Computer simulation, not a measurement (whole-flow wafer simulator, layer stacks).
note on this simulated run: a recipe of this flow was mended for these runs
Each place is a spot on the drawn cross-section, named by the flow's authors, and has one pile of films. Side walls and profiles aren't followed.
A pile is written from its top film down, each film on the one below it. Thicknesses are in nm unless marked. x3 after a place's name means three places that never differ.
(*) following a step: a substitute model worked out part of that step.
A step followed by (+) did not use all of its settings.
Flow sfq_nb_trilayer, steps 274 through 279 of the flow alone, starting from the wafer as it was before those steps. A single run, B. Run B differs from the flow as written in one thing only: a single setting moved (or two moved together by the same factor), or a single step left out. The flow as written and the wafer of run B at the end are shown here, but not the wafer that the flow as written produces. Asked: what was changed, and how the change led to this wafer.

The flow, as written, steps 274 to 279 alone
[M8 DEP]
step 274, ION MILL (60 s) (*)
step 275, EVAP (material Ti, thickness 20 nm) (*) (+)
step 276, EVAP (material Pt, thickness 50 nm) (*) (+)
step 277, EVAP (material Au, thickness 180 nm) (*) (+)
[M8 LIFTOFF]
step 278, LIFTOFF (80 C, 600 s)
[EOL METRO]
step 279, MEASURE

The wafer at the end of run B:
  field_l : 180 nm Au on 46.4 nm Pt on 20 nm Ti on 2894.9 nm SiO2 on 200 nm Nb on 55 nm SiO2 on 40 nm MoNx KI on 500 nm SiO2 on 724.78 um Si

What caused this: step 276, EVAP: thickness 46.4 nm was run, though the flow has thickness 50 nm.
The wafer itself shows it: field_l has Pt 46.4, and step 276 as written asks for 50 nm.

The path from the change to this, step by step:
  step 276, EVAP (material Pt, thickness 50 nm) (*) (+)
      field_l, v_sur x3, via_wl x2 and 100 more: +46.4 Pt (new film) (in the flow as written it would be: +50 Pt (new film))
  step 278, LIFTOFF (80 C, 600 s)
      p4_fl x5, p4_w1 x9, p3_s0 x11 and 49 more: -180 Au (all of it), -46.4 Pt (all of it), -20 Ti (all of it), -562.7 KrF-resist-other-grade (all of it), -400 lift-off-underlayer (all of it) (in the flow as written it would be: -180 Au (all of it), -50 Pt (all of it), -20 Ti (all of it), -562.7 KrF-resist-other-grade (all of it), -400 lift-off-underlayer (all of it))
      r_sur, res, r_end: -180 Au (all of it), -46.4 Pt (all of it), -20 Ti (all of it), -559.9 KrF-resist-other-grade (all of it), -399.5 lift-off-underlayer (all of it) (in the flow as written it would be: -180 Au (all of it), -50 Pt (all of it), -20 Ti (all of it), -559.9 KrF-resist-other-grade (all of it), -399.5 lift-off-underlayer (all of it))
      (also at 18 further places)
